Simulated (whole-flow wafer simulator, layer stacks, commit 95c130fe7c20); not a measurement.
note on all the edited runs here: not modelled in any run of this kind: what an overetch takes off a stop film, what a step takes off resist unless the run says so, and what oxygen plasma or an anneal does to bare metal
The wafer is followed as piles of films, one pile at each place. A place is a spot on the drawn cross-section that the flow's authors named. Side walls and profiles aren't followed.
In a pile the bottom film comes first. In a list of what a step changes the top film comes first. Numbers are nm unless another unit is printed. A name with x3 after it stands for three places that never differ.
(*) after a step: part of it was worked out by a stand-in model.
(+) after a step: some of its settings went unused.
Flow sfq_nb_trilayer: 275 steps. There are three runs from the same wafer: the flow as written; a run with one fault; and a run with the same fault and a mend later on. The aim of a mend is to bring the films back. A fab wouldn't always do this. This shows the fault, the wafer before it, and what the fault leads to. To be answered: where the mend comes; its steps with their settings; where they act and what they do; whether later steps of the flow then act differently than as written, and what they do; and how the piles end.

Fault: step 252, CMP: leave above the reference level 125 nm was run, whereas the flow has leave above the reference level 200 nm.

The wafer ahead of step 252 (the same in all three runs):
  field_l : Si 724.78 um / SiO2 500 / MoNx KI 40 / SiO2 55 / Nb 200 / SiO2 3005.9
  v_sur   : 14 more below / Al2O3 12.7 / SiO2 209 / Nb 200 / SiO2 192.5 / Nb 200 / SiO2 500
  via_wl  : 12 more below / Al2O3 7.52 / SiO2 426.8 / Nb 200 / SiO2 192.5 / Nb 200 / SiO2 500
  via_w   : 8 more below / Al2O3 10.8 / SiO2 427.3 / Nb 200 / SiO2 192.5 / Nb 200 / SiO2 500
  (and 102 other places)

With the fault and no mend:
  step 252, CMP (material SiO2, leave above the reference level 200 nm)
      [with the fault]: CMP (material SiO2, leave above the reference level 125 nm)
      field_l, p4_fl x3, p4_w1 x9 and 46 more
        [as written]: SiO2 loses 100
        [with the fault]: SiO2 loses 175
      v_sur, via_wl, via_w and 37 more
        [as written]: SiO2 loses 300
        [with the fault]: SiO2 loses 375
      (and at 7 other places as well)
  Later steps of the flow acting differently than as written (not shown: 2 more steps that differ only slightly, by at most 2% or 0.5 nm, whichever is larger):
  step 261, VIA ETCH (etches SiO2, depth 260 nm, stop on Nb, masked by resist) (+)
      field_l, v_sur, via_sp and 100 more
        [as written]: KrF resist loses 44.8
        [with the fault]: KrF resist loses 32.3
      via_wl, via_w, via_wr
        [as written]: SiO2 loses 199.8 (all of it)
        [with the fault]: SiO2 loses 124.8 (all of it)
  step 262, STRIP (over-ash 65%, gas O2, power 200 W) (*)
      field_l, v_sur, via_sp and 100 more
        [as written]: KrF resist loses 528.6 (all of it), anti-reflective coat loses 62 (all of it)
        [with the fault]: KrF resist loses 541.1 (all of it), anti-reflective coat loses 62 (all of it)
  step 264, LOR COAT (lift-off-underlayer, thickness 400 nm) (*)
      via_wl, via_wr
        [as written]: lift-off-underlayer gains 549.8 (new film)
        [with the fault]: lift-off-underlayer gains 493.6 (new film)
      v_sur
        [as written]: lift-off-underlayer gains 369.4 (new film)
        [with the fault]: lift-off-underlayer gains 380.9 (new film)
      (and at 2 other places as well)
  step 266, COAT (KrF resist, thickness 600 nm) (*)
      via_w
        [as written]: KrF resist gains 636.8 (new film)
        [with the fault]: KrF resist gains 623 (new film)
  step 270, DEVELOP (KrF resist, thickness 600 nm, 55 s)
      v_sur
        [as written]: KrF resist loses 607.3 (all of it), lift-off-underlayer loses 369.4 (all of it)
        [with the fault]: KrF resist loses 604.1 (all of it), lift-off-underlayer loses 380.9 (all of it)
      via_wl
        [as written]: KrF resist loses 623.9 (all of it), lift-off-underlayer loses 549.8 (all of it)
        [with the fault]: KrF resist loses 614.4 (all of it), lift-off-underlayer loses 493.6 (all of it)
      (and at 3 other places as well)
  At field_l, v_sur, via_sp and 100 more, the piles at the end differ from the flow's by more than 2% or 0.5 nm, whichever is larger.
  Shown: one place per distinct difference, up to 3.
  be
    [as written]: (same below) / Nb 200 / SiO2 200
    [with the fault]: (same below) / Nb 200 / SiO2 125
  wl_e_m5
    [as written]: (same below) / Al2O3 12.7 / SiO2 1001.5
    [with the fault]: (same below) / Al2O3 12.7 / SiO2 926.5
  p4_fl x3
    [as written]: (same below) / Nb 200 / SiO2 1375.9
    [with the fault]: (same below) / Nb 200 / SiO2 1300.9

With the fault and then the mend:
  The mend stands after step 259.
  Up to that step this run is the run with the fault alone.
  step 259a, STRIP (over-ash 65%, gas O2, power 200 W) (*)
      field_l, v_sur, via_sp and 100 more
        KrF resist loses 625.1 (all of it), anti-reflective coat loses 62 (all of it)
      via_wl, via_w, via_wr
        anti-reflective coat loses 62 (all of it)
  step 259b, PECVD (material SiO2, thickness 75 nm, 150 C, 16.67 s, RF power 183.3 W, pressure 2.4 Torr, precursor SiH4/N2O) (the flow's step 251 again, with other settings)
      field_l, v_sur, via_wl and 103 more
        SiO2 gains 75
  step 259c, COAT (anti-reflective coat, thickness 62 nm) (the flow's step 254 again)
      field_l, v_sur, via_wl and 103 more
        anti-reflective coat gains 62 (new film)
  step 259d, COAT (KrF resist, thickness 650 nm) (the flow's step 255 again)
      field_l, v_sur, via_wl and 103 more
        KrF resist gains 650 (new film)
  step 259e, SOFTBAKE (KrF resist) (the flow's step 256 again)
      leaves every film unchanged at each place that is followed
  step 259f, EXPOSE (photomask I7, dose 11.93 mJ/cm2, NA 0.6, wavelength 248 nm) (*) (the flow's step 257 again)
      leaves every film unchanged at each place that is followed
  step 259g, PEB (KrF resist, 90 s) (the flow's step 258 again)
      field_l, v_sur, via_wl and 103 more
        KrF resist loses 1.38
  step 259h, DEVELOP (KrF resist, thickness 650 nm, 60 s) (the flow's step 259 again)
      field_l, v_sur, via_sp and 100 more
        KrF resist loses 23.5
      via_wl, via_w, via_wr
        KrF resist loses 648.6 (all of it)
  None of the later steps of the flow acts differently than as written at any place that is followed.
  The piles end the same as the flow's at every place that both follow.
